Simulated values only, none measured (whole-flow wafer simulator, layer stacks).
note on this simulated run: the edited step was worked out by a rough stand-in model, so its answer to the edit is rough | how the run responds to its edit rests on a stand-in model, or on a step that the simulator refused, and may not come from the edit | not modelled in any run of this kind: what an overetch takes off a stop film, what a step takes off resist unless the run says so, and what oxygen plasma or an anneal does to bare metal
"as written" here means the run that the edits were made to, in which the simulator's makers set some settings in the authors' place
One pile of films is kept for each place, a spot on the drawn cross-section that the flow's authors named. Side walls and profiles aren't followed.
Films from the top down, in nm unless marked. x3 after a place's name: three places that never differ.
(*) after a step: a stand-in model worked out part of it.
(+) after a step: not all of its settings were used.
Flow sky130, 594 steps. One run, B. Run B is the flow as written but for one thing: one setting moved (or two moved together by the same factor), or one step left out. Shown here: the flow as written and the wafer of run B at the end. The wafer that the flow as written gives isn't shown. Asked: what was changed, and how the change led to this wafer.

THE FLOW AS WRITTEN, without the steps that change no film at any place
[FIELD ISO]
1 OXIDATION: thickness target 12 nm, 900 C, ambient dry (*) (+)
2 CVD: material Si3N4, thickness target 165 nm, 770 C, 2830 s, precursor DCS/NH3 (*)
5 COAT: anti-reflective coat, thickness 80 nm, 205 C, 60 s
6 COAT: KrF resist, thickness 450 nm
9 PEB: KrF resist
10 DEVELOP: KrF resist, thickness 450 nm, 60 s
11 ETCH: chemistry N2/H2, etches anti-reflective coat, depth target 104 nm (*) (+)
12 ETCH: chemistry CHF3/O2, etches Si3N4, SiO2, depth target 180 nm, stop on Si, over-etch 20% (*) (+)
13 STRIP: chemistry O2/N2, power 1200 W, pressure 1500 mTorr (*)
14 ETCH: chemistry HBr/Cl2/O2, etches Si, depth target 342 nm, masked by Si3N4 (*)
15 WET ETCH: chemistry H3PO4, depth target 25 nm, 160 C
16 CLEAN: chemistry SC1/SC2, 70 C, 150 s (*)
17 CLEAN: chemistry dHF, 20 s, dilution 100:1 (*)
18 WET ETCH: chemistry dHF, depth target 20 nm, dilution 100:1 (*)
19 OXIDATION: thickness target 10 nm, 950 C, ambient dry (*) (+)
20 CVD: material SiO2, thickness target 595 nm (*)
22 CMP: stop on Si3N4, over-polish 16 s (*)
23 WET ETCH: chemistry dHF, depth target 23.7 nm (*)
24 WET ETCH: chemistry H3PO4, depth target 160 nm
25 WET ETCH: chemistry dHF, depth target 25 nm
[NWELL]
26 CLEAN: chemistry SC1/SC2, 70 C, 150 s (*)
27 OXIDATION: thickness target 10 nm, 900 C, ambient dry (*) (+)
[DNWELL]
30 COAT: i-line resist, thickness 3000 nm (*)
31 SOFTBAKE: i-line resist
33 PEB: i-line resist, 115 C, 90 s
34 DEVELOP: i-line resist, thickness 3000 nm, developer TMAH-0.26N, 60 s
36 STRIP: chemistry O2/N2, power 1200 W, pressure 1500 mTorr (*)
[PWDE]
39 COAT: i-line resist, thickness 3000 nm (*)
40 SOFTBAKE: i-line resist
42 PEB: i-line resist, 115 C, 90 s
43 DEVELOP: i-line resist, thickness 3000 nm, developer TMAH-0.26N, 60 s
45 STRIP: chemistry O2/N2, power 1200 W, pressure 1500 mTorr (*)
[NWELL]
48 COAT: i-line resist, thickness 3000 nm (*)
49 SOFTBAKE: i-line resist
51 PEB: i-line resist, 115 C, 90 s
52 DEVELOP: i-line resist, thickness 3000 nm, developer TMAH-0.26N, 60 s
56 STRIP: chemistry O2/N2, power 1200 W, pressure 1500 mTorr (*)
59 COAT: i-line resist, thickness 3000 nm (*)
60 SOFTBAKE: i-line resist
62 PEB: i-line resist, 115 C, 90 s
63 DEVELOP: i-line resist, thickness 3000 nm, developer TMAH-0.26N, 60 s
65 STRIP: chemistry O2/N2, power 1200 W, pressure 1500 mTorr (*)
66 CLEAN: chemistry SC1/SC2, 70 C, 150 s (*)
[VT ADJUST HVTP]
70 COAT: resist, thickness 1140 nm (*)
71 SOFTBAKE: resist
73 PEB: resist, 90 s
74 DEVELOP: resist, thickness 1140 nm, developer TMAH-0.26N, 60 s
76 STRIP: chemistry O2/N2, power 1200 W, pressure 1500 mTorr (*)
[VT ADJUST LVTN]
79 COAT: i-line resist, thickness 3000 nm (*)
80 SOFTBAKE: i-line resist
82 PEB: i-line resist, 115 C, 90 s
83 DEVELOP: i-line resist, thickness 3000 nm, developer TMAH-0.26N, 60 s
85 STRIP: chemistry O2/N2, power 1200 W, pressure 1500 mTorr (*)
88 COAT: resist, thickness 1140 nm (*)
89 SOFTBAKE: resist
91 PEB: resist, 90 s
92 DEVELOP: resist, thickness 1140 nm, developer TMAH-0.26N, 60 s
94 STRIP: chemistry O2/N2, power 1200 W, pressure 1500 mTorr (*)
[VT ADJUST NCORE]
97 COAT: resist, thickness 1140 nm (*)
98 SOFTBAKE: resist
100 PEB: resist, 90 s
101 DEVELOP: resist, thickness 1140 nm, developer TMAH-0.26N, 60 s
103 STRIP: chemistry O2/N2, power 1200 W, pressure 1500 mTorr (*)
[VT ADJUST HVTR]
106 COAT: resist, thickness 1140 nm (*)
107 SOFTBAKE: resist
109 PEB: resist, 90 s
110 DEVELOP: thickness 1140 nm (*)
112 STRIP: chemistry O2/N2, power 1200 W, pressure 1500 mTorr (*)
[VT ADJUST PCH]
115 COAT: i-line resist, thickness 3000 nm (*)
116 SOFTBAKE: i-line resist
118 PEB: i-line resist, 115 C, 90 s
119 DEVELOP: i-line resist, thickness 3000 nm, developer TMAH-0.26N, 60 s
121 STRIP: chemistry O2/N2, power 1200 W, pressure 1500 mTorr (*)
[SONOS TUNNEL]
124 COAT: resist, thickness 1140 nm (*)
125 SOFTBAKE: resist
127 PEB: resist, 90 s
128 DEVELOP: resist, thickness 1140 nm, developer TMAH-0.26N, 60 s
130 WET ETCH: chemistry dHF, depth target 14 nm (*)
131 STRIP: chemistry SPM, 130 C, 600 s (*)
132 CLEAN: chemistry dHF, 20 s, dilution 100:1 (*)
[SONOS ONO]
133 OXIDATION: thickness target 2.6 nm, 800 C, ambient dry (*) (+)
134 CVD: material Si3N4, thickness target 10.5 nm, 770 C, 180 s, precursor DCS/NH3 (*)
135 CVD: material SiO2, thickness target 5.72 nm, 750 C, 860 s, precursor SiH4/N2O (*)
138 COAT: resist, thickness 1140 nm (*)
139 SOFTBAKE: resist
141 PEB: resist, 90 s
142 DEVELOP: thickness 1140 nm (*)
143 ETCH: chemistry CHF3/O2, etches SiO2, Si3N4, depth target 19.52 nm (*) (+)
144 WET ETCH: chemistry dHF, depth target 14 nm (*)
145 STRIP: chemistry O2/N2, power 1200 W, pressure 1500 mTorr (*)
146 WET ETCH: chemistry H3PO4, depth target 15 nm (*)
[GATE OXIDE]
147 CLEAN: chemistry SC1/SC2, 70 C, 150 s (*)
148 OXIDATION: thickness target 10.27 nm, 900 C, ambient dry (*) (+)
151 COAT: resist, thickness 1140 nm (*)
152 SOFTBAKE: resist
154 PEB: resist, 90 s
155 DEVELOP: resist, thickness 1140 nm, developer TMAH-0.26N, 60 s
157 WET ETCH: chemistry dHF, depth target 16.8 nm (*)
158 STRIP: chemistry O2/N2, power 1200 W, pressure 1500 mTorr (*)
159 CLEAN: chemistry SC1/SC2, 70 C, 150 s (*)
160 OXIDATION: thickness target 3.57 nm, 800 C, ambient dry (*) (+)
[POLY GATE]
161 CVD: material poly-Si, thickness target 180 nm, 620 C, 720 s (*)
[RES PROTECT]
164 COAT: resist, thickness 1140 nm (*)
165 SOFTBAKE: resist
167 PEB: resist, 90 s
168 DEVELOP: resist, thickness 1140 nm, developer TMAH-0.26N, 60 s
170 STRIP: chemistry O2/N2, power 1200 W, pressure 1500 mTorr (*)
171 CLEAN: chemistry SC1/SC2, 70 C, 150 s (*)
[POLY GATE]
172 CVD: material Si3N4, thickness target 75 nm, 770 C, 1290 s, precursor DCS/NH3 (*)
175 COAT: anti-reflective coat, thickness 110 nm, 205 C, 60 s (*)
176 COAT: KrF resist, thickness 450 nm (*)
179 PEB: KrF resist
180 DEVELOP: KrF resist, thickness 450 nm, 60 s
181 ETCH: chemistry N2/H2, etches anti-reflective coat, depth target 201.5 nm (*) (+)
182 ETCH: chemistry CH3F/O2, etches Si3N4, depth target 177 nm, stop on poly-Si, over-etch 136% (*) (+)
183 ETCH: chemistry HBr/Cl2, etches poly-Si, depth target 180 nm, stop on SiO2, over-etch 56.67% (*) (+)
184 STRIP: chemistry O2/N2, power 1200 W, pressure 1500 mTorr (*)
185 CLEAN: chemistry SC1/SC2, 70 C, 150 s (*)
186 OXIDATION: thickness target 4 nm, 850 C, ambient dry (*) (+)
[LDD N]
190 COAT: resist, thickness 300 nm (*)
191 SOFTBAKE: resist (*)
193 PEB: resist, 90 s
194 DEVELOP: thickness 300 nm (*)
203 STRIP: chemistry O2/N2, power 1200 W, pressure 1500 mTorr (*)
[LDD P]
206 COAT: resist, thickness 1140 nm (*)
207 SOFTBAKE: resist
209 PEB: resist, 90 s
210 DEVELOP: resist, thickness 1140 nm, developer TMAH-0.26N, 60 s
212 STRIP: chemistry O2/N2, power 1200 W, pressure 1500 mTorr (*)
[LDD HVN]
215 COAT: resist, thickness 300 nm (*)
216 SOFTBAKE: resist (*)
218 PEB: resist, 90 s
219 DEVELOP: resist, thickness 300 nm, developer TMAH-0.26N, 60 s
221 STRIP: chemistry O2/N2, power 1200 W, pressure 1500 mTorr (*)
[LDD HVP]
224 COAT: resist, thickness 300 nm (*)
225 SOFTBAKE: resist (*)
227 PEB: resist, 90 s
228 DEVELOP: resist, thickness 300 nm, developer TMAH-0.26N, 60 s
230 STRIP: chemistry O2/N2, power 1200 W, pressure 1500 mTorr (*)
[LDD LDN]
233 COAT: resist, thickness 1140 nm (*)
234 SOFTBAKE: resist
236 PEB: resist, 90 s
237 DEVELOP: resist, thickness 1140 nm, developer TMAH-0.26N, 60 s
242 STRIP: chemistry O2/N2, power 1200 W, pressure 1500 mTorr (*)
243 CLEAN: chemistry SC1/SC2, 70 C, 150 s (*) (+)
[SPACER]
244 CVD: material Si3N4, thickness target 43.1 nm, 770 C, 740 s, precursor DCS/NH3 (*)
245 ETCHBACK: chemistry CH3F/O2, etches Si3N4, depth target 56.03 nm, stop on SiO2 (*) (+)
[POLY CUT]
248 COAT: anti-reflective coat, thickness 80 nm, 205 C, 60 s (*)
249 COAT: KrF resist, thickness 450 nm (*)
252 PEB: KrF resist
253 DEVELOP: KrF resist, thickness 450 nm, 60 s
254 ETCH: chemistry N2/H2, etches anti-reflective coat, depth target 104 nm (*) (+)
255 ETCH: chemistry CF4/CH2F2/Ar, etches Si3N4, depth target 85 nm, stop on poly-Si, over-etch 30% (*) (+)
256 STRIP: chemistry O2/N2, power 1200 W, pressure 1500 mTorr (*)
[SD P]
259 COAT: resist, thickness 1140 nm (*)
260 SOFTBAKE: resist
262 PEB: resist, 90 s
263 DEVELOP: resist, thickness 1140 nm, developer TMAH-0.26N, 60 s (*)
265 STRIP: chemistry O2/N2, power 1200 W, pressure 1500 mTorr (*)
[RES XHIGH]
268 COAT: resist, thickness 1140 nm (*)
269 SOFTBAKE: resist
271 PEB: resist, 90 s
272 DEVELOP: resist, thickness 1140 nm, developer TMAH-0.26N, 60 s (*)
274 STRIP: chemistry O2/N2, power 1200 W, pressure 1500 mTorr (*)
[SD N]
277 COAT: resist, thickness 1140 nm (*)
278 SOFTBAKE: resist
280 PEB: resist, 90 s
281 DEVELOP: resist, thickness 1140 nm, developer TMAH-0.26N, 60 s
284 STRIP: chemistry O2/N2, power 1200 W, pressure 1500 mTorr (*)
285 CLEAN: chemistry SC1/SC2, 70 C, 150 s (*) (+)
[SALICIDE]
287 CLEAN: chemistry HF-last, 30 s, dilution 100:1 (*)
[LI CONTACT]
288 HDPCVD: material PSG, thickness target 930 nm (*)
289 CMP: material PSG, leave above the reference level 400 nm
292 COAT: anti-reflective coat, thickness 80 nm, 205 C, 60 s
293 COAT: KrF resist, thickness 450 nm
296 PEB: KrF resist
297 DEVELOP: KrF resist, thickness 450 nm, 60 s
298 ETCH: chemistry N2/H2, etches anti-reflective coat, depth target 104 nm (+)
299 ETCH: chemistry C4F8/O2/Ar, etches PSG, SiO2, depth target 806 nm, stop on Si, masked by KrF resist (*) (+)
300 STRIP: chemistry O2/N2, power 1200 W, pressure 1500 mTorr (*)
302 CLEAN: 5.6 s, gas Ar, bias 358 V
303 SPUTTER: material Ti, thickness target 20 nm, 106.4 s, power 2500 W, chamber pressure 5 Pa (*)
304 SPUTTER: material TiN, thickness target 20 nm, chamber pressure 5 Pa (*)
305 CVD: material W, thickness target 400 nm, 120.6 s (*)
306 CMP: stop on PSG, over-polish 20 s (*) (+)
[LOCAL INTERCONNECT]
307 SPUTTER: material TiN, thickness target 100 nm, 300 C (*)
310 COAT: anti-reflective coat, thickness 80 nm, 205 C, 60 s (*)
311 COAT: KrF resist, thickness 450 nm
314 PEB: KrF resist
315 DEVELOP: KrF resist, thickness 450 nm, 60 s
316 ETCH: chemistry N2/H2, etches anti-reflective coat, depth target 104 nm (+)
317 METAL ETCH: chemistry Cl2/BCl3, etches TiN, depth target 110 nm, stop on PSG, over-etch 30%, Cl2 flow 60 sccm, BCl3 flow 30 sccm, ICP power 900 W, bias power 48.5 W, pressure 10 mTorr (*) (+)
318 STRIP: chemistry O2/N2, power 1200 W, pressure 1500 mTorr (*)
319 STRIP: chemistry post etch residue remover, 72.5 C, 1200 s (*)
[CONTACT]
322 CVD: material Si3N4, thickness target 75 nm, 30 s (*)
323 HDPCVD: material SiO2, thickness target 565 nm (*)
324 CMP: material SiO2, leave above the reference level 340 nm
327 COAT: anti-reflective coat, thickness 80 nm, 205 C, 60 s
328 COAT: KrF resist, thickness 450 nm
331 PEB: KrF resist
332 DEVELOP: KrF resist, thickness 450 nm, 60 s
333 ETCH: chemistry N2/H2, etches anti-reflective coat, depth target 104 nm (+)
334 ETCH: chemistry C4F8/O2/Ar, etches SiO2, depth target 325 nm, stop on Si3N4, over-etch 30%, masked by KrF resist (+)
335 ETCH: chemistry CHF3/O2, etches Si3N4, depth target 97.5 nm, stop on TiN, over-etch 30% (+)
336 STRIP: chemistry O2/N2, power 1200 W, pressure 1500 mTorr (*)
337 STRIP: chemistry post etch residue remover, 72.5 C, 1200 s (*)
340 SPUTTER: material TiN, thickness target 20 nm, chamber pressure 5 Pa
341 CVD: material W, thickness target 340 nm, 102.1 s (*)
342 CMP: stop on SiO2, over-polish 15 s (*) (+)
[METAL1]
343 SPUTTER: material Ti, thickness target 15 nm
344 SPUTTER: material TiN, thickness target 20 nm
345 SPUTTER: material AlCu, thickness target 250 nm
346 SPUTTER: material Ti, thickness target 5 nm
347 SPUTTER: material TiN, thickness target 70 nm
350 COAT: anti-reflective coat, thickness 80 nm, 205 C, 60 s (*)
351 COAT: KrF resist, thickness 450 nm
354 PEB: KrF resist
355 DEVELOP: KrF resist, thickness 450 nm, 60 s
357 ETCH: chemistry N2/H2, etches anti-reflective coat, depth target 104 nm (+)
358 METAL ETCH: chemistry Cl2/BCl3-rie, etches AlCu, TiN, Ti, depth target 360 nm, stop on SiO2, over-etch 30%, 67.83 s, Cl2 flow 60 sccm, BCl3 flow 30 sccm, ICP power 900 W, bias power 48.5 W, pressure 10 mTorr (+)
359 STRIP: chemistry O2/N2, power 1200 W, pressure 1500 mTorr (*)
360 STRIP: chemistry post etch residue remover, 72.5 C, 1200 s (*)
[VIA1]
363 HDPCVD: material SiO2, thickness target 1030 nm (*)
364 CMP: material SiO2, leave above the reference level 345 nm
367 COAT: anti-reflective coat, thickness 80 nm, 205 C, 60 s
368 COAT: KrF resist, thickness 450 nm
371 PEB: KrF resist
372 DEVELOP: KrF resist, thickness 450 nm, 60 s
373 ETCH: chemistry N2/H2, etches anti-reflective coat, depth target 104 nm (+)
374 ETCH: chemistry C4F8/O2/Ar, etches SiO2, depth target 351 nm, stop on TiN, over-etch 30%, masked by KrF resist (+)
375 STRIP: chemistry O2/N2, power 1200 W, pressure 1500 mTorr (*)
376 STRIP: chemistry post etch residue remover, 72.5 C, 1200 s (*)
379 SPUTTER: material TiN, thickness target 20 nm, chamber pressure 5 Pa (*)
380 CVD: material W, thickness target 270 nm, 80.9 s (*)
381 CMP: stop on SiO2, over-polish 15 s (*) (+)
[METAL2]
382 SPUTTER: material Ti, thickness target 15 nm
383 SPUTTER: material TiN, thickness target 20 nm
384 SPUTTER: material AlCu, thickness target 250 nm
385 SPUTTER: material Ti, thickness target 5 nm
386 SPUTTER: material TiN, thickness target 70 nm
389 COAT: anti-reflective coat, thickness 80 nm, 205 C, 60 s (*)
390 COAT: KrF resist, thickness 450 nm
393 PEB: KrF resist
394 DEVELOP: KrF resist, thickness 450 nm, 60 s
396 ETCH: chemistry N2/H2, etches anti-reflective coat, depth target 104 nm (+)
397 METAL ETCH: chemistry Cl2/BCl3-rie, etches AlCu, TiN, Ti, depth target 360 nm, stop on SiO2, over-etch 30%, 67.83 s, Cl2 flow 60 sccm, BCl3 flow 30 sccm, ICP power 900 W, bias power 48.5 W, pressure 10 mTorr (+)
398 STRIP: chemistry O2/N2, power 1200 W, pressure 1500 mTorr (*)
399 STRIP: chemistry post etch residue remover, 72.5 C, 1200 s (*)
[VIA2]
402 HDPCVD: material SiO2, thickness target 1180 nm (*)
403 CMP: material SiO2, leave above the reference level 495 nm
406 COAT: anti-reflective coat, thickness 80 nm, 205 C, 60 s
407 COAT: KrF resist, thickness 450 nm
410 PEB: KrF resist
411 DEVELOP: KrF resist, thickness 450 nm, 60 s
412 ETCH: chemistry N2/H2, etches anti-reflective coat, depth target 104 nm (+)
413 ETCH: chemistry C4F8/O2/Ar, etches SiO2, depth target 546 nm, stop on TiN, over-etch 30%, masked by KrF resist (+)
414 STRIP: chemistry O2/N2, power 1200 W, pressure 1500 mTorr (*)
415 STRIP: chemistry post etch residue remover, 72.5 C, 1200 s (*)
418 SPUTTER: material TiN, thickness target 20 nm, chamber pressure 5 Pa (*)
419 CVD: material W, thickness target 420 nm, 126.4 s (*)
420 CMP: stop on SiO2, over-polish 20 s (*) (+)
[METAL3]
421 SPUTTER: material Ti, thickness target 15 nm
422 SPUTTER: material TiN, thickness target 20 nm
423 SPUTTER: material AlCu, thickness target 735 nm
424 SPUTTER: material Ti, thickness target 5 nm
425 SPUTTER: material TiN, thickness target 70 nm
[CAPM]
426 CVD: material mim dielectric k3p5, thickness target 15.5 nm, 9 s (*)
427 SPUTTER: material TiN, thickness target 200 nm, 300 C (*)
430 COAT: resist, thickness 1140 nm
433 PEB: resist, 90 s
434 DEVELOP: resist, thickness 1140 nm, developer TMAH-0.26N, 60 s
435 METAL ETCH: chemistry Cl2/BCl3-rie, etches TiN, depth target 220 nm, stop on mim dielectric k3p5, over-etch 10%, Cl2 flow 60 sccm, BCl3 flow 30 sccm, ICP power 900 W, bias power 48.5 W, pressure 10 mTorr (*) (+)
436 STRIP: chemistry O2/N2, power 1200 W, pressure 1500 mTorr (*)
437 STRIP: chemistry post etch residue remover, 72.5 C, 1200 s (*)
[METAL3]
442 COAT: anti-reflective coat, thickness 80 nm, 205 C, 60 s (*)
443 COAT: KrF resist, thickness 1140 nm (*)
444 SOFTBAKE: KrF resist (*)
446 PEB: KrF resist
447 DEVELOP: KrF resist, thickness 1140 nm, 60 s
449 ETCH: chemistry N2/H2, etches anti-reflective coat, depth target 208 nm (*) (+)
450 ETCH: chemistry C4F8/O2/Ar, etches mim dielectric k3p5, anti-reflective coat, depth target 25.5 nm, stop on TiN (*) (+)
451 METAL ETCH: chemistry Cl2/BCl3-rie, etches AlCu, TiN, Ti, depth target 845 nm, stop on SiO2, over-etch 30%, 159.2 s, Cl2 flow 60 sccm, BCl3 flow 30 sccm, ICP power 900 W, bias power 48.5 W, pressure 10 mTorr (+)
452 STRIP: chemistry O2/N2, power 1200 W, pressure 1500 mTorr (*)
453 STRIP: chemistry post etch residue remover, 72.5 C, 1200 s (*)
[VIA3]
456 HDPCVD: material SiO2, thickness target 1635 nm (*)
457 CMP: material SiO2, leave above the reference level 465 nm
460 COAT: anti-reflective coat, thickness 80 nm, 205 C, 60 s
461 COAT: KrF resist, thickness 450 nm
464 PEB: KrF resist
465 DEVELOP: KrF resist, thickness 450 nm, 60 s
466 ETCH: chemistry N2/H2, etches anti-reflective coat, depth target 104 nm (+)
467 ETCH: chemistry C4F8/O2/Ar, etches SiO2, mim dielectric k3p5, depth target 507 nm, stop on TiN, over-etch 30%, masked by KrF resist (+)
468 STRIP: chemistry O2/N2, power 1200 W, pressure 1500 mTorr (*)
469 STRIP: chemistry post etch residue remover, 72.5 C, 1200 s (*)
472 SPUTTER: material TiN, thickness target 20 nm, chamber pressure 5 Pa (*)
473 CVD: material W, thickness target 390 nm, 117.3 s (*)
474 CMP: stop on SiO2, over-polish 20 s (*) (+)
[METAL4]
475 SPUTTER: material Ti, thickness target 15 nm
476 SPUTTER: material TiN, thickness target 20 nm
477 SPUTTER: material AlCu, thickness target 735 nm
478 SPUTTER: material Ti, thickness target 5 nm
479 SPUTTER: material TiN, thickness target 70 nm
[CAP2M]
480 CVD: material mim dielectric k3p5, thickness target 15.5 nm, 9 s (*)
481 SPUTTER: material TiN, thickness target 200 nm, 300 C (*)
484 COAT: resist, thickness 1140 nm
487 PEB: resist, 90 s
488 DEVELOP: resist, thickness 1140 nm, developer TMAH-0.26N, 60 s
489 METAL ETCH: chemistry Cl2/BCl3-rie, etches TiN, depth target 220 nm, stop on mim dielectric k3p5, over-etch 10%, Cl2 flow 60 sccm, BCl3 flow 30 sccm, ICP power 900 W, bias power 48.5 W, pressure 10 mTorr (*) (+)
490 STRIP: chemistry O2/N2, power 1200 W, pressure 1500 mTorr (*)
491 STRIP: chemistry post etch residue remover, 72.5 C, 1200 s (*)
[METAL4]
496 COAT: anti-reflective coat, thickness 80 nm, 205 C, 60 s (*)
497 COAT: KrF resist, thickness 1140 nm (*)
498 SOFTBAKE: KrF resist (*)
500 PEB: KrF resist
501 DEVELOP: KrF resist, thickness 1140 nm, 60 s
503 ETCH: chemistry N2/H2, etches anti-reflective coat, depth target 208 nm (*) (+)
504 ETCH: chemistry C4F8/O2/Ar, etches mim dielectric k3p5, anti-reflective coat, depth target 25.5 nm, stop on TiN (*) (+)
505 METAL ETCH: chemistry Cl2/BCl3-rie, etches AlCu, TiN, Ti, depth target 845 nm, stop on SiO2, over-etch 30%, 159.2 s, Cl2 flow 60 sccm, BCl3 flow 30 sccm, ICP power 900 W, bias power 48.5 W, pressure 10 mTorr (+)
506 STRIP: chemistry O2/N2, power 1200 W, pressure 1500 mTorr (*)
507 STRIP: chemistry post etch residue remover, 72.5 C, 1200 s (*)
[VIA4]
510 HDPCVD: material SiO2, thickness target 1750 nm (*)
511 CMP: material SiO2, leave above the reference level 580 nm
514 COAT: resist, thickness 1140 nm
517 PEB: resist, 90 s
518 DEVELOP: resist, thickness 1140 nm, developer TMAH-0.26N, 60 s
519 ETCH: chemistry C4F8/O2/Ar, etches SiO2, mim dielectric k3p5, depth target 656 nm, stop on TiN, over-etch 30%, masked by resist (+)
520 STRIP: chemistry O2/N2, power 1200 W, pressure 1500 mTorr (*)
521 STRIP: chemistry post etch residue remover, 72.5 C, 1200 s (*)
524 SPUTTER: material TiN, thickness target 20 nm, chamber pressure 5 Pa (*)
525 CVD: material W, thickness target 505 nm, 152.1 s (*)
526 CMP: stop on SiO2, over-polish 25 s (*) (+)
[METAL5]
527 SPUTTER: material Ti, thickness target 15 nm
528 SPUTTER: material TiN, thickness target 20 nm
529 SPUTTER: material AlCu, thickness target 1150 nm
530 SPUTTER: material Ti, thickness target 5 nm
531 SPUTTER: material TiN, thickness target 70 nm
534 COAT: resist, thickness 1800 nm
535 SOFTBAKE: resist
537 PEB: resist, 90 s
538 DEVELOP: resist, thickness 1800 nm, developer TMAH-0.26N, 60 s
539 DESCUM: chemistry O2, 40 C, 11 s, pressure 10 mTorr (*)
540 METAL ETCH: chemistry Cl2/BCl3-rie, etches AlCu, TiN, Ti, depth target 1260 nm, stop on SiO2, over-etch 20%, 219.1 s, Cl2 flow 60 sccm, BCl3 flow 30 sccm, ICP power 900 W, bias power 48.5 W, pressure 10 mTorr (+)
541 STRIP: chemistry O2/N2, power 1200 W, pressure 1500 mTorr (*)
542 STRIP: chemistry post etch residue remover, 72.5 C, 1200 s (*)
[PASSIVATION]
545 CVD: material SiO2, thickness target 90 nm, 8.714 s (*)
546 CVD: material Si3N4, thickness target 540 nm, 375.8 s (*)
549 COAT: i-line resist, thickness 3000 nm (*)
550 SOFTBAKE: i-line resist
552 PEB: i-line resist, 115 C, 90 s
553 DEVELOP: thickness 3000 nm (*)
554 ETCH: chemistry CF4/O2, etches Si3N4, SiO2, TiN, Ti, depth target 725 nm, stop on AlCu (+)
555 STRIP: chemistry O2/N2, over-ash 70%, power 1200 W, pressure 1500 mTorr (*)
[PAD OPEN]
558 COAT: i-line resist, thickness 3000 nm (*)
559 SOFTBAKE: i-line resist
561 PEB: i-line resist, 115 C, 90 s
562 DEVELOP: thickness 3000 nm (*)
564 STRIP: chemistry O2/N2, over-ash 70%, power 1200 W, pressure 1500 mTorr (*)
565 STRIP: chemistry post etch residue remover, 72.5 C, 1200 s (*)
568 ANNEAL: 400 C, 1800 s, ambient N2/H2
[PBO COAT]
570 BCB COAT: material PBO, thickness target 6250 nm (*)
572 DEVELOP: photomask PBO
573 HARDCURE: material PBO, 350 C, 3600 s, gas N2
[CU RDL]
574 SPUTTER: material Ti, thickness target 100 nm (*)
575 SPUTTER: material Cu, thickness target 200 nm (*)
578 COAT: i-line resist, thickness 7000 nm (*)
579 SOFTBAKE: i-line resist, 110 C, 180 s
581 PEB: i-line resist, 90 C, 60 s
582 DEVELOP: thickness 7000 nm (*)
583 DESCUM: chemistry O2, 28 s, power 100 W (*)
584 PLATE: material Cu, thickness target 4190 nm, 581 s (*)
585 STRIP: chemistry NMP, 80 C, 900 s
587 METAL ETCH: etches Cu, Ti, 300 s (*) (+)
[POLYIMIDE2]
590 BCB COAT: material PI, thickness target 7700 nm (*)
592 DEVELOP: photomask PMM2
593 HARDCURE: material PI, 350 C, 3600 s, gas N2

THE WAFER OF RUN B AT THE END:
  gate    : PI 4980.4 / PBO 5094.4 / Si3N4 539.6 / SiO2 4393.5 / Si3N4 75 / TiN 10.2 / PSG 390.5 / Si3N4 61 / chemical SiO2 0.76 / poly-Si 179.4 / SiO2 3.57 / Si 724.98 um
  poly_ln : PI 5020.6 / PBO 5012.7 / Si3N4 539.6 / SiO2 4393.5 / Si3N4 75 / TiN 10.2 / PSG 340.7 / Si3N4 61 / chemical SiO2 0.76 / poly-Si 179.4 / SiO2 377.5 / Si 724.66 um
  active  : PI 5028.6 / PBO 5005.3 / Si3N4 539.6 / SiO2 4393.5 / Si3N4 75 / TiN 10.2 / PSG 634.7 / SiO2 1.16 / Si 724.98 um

The cause: step 317, METAL ETCH: depth target 88 nm was run, where the flow has depth target 110 nm.

How the change led to this, step by step:
  317 METAL ETCH: chemistry Cl2/BCl3, etches TiN, depth target 110 nm, stop on PSG, over-etch 30%, Cl2 flow 60 sccm, BCl3 flow 30 sccm, ICP power 900 W, bias power 48.5 W, pressure 10 mTorr (*) (+)
      field, active, gate and 88 more: TiN -88 (as written it would be: TiN -98.7 (all of it))
      n_well, p_well, gate_hv and 97 more: KrF resist -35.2 (as written it would be: KrF resist -44)
  318 STRIP: chemistry O2/N2, power 1200 W, pressure 1500 mTorr (*)
      n_well, p_well, gate_hv and 93 more: KrF resist -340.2 (all of it), anti-reflective coat -80 (all of it) (as written it would be: KrF resist -331.4 (all of it), anti-reflective coat -80 (all of it))
      poly_licon, rpo_hd_licon: KrF resist -340.3 (all of it), anti-reflective coat -80.4 (all of it) (as written it would be: KrF resist -331.5 (all of it), anti-reflective coat -80.4 (all of it))
      (and at 2 more places)
  324 CMP: material SiO2, leave above the reference level 340 nm
      field, active, gate and 88 more: SiO2 -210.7 (as written it would be: SiO2 -200.4)
Counting metal films that touch as one body, gate has 1 body; the flow as written gives 0 bodies.
Counting metal films that touch as one body, poly_ln has 1 body; the flow as written gives 0 bodies.
Counting metal films that touch as one body, active has 1 body; the flow as written gives 0 bodies.
